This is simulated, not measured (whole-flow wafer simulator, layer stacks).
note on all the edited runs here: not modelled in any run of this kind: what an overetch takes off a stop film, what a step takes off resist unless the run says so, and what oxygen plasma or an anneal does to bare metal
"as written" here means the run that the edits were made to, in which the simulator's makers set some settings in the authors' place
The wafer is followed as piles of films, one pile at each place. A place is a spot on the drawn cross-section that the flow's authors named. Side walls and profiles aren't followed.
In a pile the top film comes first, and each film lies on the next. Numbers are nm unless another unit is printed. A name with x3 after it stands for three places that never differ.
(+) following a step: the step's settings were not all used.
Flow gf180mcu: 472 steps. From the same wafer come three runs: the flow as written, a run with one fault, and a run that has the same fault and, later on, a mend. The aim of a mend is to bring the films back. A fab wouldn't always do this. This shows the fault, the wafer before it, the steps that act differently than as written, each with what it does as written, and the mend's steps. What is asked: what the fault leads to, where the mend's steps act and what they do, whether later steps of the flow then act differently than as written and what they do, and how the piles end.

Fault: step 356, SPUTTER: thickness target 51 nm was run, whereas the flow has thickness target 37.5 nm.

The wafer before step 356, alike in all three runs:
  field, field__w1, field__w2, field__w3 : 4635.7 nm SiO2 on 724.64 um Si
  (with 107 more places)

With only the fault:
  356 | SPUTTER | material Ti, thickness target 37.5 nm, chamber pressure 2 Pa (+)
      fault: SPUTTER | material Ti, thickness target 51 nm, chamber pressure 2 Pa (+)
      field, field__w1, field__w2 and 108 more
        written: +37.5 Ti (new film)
        fault: +51 Ti (new film)
  Steps later in the flow that act otherwise than as written:
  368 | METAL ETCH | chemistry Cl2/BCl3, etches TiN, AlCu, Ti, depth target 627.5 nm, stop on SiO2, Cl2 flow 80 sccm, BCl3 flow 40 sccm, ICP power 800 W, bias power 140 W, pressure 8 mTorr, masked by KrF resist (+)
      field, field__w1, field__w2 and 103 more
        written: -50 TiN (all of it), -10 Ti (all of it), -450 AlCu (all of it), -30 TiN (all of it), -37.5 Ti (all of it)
        fault: -50 TiN (all of it), -10 Ti (all of it), -450 AlCu (all of it), -30 TiN (all of it), -51 Ti (all of it)
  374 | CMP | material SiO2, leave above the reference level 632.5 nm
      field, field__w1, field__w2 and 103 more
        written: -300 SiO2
        fault: -286.5 SiO2
  At field__w8, contact, m1, m1__w1, m1_nw, the piles at the end differ from the flow's by more than 2% or 0.5 nm, whichever is larger.
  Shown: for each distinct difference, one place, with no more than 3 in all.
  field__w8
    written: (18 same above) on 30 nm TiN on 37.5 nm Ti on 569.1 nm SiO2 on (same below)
    fault: (18 same above) on 30 nm TiN on 51 nm Ti on 569.1 nm SiO2 on (same below)
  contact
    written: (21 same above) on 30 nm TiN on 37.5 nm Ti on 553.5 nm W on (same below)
    fault: (21 same above) on 30 nm TiN on 51 nm Ti on 553.5 nm W on (same below)

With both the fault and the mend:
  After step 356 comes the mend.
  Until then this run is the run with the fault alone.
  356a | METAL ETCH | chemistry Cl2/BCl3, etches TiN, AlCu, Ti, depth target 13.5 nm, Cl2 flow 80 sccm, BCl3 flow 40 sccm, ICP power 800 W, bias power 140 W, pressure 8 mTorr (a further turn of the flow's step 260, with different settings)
      field, field__w1, field__w2 and 108 more
        -13.5 Ti
  Later steps of the flow that are run all act as written at every place that is followed.
  At every place that both follow, the piles at the end match the flow's.
